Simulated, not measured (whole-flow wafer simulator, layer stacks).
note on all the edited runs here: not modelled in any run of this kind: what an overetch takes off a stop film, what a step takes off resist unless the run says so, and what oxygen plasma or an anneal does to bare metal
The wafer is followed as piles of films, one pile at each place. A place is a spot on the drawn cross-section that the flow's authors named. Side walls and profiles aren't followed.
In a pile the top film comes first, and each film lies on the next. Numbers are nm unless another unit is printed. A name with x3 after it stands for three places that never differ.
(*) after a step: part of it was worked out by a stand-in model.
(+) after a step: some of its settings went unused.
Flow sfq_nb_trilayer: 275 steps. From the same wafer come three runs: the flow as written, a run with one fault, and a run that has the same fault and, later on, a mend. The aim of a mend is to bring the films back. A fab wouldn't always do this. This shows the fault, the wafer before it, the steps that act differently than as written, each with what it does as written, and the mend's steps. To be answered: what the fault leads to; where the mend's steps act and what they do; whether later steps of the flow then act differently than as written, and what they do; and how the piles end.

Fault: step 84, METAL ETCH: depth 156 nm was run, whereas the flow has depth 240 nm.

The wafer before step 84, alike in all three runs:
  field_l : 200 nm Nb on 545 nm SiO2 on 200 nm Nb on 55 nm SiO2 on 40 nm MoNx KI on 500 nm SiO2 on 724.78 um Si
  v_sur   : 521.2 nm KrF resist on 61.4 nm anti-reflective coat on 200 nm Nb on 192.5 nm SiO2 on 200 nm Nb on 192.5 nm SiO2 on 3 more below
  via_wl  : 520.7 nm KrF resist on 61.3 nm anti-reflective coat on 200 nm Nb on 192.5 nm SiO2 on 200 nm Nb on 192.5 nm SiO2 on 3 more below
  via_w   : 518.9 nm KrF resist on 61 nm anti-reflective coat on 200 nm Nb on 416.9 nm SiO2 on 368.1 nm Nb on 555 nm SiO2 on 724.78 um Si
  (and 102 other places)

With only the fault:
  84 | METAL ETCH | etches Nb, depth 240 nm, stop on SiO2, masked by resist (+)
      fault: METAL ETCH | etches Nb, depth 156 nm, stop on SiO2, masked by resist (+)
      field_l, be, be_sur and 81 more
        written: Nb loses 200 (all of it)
        fault: Nb loses 156
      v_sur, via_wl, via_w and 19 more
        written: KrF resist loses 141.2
        fault: KrF resist loses 91.8
  Later steps of the flow acting differently than as written:
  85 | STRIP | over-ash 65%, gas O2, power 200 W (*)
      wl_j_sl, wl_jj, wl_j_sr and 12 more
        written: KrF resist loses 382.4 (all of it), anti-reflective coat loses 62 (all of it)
        fault: KrF resist loses 431.8 (all of it), anti-reflective coat loses 62 (all of it)
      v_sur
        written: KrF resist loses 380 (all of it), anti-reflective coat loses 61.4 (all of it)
        fault: KrF resist loses 429.5 (all of it), anti-reflective coat loses 61.4 (all of it)
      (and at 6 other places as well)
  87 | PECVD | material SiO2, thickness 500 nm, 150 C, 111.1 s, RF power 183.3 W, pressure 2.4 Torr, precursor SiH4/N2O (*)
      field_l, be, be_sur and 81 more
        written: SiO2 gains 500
        fault: SiO2 gains 500 (new film)
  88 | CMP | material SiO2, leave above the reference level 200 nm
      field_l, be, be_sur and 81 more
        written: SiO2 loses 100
        fault: SiO2 loses 144
  The piles end different from the flow's at field_l, be, be_sur and 81 more by more than 2% or 0.5 nm, whichever is larger.
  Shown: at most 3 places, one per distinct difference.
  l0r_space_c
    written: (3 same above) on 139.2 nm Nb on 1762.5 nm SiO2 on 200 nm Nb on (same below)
    fault: (3 same above) on 139.2 nm Nb on 1133.5 nm SiO2 on 44 nm Nb on 585 nm SiO2 on 200 nm Nb on (same below)
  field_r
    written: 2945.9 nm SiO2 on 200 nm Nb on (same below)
    fault: 2316.9 nm SiO2 on 44 nm Nb on 585 nm SiO2 on 200 nm Nb on (same below)
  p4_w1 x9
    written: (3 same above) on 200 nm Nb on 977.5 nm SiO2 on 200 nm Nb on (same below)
    fault: (3 same above) on 200 nm Nb on 348.5 nm SiO2 on 44 nm Nb on 585 nm SiO2 on 200 nm Nb on (same below)

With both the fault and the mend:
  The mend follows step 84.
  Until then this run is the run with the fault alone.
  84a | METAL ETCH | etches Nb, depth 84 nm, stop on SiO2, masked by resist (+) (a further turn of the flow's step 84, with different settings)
      field_l, be, be_sur and 81 more
        Nb loses 44 (all of it)
      v_sur, via_wl, via_w and 19 more
        KrF resist loses 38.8
  Later steps of the flow acting differently than as written:
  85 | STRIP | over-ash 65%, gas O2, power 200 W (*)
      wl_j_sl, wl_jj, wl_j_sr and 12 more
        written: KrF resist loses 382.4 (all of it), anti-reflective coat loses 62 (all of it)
        mend: KrF resist loses 393 (all of it), anti-reflective coat loses 62 (all of it)
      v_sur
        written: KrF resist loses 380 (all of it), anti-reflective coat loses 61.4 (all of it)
        mend: KrF resist loses 390.6 (all of it), anti-reflective coat loses 61.4 (all of it)
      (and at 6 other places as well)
  The piles end the same as the flow's at every place that both follow.
